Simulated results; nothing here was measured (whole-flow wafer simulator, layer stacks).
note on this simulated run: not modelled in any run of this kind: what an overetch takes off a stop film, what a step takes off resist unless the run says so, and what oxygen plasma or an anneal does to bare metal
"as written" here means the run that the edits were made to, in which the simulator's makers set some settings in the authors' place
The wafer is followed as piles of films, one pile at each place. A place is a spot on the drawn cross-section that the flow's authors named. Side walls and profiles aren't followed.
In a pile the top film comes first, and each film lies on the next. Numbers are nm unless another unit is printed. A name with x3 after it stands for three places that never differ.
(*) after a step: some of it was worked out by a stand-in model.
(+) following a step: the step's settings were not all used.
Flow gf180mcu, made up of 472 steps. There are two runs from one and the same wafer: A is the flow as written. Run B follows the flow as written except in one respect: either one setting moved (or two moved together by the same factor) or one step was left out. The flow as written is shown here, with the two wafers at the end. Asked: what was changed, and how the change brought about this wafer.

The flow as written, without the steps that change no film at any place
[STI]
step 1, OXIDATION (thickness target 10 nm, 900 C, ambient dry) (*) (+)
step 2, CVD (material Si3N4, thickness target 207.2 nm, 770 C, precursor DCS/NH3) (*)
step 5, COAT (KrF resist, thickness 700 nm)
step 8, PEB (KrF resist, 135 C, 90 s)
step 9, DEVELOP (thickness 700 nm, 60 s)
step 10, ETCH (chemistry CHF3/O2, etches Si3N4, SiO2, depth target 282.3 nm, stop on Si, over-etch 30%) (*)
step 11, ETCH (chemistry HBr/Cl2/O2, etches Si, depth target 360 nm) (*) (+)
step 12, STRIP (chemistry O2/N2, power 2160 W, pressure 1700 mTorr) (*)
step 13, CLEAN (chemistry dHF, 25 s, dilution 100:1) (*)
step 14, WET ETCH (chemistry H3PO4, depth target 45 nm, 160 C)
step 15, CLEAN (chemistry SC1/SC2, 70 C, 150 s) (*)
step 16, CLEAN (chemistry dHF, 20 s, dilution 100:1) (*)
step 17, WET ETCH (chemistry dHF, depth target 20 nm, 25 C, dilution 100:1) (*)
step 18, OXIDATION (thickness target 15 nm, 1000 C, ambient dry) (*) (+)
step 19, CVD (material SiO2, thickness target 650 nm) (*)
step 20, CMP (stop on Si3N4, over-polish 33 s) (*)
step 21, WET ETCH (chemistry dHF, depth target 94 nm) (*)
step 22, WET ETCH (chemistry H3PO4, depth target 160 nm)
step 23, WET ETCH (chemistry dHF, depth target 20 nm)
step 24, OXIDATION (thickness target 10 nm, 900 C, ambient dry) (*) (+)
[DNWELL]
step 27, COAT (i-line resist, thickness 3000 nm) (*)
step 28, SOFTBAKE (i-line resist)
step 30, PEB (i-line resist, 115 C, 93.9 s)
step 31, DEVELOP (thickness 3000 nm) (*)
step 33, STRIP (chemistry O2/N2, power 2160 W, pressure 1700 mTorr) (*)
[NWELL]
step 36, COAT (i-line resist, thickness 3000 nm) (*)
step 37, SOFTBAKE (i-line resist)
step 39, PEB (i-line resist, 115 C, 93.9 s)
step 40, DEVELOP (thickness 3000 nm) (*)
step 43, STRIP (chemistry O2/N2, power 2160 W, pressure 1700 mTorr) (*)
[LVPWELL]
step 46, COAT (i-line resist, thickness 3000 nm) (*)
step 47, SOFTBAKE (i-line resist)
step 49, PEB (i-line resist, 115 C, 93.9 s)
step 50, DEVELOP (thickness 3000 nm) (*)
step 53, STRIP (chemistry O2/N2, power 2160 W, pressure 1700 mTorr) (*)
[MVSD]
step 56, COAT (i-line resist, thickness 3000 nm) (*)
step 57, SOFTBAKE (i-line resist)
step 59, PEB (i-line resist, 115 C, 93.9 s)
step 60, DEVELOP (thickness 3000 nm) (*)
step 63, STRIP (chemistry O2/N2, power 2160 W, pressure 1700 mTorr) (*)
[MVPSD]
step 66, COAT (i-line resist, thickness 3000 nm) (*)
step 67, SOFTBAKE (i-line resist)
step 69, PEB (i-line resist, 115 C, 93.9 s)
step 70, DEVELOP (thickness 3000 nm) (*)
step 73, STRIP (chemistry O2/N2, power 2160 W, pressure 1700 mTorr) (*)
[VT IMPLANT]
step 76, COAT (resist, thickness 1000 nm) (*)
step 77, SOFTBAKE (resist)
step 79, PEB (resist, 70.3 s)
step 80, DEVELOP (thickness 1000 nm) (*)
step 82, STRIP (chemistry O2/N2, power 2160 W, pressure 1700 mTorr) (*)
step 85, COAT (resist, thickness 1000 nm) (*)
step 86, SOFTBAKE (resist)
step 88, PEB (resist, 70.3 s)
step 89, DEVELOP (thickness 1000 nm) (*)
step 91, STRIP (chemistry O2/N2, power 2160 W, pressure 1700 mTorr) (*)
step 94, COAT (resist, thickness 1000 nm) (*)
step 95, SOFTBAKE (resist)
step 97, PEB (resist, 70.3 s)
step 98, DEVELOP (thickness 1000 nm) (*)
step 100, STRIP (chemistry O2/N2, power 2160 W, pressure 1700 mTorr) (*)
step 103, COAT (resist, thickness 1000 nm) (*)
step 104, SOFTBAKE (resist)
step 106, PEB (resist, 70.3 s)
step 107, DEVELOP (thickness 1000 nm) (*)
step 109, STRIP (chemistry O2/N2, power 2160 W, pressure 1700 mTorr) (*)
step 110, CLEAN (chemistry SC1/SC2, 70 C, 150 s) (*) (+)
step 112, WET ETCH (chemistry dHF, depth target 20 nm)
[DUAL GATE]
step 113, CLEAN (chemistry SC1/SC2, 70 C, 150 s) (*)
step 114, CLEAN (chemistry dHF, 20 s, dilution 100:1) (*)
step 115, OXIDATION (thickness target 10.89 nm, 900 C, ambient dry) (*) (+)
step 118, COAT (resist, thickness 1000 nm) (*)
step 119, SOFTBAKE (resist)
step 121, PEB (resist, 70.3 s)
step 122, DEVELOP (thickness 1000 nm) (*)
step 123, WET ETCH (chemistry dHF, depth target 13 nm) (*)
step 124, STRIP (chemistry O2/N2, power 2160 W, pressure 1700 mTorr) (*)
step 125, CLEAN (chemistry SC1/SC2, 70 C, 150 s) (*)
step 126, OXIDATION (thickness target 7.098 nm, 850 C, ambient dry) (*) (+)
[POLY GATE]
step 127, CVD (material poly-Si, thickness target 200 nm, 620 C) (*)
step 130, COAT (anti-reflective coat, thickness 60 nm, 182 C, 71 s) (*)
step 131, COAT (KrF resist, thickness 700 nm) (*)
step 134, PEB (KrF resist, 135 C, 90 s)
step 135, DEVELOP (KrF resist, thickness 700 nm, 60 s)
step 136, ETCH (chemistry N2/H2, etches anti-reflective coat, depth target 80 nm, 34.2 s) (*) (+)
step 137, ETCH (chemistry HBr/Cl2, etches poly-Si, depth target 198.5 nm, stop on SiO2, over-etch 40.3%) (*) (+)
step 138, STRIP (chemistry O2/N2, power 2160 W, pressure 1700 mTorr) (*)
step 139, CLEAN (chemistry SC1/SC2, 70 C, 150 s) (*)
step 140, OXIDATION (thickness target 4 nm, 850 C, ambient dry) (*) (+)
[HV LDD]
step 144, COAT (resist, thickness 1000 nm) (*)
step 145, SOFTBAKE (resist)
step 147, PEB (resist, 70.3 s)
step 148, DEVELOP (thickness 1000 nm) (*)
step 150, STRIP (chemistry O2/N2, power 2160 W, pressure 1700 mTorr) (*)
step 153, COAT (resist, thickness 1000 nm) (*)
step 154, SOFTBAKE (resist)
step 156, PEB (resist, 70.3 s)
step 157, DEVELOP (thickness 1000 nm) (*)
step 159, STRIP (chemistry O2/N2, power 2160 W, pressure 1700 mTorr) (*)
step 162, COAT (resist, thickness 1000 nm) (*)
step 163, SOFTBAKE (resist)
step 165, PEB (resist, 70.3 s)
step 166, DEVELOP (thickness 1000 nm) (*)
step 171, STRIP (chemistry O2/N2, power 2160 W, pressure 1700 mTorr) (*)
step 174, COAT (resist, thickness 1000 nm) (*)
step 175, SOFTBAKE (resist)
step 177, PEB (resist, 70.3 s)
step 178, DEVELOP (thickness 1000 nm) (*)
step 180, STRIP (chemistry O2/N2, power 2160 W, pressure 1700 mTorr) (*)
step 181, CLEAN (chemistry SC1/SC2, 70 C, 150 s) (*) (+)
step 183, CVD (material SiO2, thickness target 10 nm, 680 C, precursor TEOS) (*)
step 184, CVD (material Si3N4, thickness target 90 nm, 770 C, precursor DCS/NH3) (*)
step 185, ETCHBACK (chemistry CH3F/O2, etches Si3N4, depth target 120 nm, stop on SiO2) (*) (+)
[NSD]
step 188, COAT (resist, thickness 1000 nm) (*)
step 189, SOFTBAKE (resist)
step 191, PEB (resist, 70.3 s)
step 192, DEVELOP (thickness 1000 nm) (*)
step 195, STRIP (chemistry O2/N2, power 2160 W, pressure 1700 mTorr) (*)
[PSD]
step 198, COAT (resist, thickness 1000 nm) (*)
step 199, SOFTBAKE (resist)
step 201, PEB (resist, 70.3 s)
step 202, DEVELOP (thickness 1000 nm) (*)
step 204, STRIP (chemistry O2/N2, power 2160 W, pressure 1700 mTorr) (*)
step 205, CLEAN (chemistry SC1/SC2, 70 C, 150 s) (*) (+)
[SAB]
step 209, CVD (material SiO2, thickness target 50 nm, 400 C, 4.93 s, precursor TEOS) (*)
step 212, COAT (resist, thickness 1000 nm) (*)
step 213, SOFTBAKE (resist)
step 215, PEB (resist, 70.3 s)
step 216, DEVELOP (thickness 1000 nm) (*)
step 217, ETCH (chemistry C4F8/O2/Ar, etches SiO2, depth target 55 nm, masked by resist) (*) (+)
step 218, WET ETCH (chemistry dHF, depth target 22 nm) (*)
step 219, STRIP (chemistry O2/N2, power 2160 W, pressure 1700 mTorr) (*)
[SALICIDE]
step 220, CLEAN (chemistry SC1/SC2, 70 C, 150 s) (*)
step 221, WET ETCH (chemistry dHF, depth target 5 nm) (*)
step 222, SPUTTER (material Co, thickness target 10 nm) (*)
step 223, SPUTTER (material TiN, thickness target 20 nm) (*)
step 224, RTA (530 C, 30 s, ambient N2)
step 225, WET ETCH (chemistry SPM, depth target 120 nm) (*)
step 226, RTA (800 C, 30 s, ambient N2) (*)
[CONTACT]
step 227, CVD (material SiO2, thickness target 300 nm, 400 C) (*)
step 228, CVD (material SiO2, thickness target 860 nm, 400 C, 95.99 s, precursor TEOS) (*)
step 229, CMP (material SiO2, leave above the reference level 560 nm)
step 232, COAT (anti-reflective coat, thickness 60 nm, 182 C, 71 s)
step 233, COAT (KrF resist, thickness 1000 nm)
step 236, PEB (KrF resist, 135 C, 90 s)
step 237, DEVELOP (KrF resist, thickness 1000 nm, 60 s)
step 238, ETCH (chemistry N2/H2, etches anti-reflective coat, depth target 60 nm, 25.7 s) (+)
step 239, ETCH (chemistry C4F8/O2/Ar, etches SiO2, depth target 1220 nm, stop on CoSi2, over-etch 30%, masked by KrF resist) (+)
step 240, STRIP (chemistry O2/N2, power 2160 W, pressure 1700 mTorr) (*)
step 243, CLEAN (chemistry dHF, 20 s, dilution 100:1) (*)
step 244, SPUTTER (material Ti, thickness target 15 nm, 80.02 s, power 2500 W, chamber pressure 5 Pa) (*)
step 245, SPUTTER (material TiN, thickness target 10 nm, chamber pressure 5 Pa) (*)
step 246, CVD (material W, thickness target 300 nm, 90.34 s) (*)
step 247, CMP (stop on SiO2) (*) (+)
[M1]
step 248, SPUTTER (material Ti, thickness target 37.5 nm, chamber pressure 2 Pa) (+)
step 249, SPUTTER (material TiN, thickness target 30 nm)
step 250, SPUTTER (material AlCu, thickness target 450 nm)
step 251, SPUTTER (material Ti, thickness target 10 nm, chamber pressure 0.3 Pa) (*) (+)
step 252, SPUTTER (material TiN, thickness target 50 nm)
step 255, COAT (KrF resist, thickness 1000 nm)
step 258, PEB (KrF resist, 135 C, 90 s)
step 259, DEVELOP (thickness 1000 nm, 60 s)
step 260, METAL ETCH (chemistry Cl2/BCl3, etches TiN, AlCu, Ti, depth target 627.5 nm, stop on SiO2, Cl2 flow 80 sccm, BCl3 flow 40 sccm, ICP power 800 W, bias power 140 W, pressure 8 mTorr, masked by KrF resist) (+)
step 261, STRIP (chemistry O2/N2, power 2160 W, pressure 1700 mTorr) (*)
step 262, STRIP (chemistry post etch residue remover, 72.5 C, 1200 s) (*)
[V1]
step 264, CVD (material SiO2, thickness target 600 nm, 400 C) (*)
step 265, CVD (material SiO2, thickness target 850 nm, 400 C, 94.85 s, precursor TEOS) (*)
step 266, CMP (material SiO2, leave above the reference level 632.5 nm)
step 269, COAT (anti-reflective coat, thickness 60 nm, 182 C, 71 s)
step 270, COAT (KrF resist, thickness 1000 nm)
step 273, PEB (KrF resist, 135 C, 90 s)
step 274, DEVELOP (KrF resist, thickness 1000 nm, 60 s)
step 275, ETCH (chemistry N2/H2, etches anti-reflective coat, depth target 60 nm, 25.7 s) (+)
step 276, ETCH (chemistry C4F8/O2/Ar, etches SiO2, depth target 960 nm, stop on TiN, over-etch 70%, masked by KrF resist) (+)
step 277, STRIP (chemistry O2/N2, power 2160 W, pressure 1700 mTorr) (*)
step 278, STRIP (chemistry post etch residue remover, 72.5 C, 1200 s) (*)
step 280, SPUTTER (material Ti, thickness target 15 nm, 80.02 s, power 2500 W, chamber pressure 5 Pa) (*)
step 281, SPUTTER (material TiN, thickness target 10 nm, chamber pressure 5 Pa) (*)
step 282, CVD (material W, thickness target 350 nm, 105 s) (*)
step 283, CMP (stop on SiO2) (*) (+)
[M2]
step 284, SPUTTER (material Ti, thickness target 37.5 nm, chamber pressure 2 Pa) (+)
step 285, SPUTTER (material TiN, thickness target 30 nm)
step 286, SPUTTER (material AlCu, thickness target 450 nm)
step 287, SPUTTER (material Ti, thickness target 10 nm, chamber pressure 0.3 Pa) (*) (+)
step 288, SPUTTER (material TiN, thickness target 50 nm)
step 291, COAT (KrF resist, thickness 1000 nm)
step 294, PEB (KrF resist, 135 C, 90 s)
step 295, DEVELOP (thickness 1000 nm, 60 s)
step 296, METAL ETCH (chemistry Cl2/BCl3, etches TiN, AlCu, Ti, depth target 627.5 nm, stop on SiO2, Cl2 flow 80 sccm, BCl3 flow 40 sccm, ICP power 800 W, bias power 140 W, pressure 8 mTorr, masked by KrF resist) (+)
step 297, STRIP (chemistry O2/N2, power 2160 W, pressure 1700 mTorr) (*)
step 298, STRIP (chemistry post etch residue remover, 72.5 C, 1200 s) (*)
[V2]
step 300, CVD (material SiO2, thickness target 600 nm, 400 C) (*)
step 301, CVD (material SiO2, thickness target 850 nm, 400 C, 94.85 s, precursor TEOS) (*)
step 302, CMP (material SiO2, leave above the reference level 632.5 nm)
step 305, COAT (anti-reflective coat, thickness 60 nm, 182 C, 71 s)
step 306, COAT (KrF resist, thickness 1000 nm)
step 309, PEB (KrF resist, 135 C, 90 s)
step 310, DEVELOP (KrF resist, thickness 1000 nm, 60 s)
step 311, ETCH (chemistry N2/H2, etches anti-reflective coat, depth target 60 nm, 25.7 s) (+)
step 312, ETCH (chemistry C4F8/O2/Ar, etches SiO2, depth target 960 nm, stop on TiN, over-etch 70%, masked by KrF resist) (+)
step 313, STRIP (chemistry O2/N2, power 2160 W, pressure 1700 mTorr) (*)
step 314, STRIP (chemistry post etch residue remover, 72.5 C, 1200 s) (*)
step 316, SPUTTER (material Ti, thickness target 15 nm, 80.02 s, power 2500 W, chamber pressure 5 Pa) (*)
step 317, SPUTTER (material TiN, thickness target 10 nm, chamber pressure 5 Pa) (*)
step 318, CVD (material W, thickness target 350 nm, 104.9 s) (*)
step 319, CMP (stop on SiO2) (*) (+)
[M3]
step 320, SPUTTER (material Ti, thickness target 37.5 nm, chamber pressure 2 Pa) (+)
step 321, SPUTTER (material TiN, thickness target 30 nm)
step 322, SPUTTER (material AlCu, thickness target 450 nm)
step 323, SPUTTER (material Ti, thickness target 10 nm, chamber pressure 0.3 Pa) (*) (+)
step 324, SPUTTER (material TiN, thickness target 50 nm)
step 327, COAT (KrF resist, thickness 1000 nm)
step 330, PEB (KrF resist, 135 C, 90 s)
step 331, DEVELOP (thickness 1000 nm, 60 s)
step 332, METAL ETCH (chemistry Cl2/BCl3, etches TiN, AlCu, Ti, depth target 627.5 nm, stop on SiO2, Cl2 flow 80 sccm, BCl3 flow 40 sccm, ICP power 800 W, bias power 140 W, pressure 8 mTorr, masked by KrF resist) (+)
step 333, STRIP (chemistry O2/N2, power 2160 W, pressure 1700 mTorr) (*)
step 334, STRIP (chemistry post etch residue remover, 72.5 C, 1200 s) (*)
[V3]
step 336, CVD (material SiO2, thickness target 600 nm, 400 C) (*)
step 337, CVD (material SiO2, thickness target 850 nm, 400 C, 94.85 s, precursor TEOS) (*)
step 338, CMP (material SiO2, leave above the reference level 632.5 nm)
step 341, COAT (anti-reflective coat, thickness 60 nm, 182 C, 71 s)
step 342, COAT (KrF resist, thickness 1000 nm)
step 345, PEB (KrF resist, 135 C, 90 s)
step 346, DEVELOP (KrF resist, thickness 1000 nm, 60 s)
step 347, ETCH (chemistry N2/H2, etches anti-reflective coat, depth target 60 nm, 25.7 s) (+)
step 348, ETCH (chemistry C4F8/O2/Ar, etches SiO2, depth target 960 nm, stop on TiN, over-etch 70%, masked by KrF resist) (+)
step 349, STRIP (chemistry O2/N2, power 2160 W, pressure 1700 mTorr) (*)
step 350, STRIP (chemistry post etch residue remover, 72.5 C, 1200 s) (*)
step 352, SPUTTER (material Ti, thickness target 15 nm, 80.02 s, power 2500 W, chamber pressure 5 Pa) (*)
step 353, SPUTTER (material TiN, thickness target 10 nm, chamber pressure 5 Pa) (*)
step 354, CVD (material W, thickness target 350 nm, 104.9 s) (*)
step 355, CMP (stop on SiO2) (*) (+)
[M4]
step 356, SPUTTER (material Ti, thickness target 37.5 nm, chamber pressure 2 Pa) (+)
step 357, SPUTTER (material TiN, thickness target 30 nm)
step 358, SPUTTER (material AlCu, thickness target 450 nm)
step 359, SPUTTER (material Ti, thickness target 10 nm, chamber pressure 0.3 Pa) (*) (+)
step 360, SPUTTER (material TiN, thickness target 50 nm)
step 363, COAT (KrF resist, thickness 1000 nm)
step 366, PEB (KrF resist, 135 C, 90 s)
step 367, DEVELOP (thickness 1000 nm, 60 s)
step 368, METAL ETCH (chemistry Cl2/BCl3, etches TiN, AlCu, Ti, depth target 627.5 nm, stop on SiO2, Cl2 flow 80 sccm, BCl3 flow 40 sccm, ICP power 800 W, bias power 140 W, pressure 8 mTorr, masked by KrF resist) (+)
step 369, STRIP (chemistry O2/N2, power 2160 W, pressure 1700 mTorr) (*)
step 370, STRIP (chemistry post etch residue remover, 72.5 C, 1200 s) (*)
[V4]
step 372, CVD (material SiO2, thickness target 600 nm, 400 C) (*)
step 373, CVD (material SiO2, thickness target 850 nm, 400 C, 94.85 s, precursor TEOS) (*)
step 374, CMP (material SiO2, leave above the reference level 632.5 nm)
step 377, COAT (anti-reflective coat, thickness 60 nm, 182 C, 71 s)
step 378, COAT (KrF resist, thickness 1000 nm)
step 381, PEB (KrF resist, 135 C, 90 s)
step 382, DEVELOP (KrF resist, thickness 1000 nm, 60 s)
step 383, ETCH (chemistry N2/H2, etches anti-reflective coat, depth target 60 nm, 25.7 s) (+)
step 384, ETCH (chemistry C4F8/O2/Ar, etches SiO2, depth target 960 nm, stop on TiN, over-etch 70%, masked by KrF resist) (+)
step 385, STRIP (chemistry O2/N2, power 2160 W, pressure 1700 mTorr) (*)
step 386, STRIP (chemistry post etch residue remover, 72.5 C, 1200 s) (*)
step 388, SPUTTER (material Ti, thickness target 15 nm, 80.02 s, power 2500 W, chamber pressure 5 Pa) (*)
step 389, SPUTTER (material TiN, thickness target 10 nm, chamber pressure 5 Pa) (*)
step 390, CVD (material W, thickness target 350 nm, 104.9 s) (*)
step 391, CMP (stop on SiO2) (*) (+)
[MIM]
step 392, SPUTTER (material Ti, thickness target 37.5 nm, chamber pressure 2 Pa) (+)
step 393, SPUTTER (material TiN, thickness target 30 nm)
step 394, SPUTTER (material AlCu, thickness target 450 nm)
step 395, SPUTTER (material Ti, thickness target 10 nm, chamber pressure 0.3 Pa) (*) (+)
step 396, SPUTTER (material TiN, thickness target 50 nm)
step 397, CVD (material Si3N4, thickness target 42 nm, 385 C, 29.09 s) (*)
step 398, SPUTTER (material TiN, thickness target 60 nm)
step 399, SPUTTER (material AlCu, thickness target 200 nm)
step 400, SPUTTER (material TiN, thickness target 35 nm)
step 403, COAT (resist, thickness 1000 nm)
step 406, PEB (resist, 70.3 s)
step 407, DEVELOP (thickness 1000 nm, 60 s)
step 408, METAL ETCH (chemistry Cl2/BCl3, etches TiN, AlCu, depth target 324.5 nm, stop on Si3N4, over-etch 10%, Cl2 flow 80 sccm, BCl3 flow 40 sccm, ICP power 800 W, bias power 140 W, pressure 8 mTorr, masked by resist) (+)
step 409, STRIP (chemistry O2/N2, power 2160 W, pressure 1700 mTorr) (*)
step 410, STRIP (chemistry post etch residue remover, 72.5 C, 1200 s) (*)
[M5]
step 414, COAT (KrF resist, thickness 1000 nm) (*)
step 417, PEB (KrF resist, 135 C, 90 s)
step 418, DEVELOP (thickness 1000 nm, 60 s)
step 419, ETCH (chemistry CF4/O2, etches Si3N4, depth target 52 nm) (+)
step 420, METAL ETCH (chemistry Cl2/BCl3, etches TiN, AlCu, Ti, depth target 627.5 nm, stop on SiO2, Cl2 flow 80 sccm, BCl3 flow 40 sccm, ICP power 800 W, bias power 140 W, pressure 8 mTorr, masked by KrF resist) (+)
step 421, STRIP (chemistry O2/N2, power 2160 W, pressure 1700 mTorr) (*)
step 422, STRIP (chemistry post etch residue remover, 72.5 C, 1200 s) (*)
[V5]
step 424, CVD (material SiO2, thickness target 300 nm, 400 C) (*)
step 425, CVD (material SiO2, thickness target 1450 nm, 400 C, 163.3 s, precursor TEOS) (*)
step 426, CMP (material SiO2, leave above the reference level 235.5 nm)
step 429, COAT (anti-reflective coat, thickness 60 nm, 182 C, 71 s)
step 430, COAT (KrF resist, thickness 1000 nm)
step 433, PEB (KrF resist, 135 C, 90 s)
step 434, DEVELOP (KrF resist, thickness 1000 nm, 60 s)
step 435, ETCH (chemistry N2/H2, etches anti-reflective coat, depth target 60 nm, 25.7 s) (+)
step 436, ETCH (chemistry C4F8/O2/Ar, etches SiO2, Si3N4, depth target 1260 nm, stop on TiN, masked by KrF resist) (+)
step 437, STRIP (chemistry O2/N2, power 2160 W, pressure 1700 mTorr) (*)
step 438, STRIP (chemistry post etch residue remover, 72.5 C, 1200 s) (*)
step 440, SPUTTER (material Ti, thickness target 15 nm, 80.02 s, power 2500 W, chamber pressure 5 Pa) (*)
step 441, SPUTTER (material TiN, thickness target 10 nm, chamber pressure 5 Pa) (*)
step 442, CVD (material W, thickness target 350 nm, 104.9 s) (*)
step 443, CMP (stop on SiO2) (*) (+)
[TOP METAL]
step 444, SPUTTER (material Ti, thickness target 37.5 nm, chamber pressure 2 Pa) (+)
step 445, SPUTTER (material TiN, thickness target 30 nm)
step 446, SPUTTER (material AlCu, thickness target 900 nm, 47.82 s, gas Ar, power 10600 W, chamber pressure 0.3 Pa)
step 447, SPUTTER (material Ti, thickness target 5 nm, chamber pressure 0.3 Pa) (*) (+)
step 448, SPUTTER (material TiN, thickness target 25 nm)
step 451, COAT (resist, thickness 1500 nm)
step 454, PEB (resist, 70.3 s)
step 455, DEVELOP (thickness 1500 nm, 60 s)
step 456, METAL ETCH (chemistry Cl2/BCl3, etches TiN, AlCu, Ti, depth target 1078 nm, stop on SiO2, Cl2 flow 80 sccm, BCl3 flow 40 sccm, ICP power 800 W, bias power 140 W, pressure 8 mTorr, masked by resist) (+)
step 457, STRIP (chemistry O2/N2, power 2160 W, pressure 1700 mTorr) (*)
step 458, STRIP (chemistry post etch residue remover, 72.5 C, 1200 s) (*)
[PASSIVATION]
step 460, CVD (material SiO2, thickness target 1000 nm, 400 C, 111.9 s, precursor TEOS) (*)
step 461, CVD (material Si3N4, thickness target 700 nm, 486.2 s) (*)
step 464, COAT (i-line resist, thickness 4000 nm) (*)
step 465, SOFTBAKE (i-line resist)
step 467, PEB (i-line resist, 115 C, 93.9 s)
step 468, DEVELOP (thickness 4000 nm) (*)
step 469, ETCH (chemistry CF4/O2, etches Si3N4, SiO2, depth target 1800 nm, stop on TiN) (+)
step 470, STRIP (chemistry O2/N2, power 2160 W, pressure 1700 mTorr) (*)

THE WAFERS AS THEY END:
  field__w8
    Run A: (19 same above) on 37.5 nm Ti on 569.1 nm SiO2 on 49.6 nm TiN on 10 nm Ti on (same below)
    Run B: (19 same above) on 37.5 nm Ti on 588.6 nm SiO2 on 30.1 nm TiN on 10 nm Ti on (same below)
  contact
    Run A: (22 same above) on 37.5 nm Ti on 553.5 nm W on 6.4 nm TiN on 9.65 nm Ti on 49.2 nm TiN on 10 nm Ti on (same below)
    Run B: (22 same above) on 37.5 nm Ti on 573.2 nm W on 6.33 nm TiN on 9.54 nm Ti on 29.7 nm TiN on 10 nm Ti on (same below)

Cause: step 324, SPUTTER: thickness target 30.5 nm was run, though the flow has thickness target 50 nm.

The path from the change to this, step by step:
  step 324, SPUTTER (material TiN, thickness target 50 nm)
      field, field__w1, field__w2 and 108 more: A TiN gains 50 (new film) | B TiN gains 30.5 (new film)
  step 332, METAL ETCH (chemistry Cl2/BCl3, etches TiN, AlCu, Ti, depth target 627.5 nm, stop on SiO2, Cl2 flow 80 sccm, BCl3 flow 40 sccm, ICP power 800 W, bias power 140 W, pressure 8 mTorr, masked by KrF resist) (+)
      field, field__w1, field__w2 and 103 more: A TiN loses 50 (all of it), Ti loses 10 (all of it), AlCu loses 450 (all of it), TiN loses 30 (all of it), Ti loses 37.5 (all of it) | B TiN loses 30.5 (all of it), Ti loses 10 (all of it), AlCu loses 450 (all of it), TiN loses 30 (all of it), Ti loses 37.5 (all of it)
  step 338, CMP (material SiO2, leave above the reference level 632.5 nm)
      field__w8, contact, m1, m1__w1, m1_nw: A SiO2 loses 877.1 | B SiO2 loses 857.6
  step 348, ETCH (chemistry C4F8/O2/Ar, etches SiO2, depth target 960 nm, stop on TiN, over-etch 70%, masked by KrF resist) (+)
      contact: A SiO2 loses 572.5 (all of it) | B SiO2 loses 592 (all of it)
  step 354, CVD (material W, thickness target 350 nm, 104.9 s) (*)
      contact: A W gains 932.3 (new film) | B W gains 952 (new film)
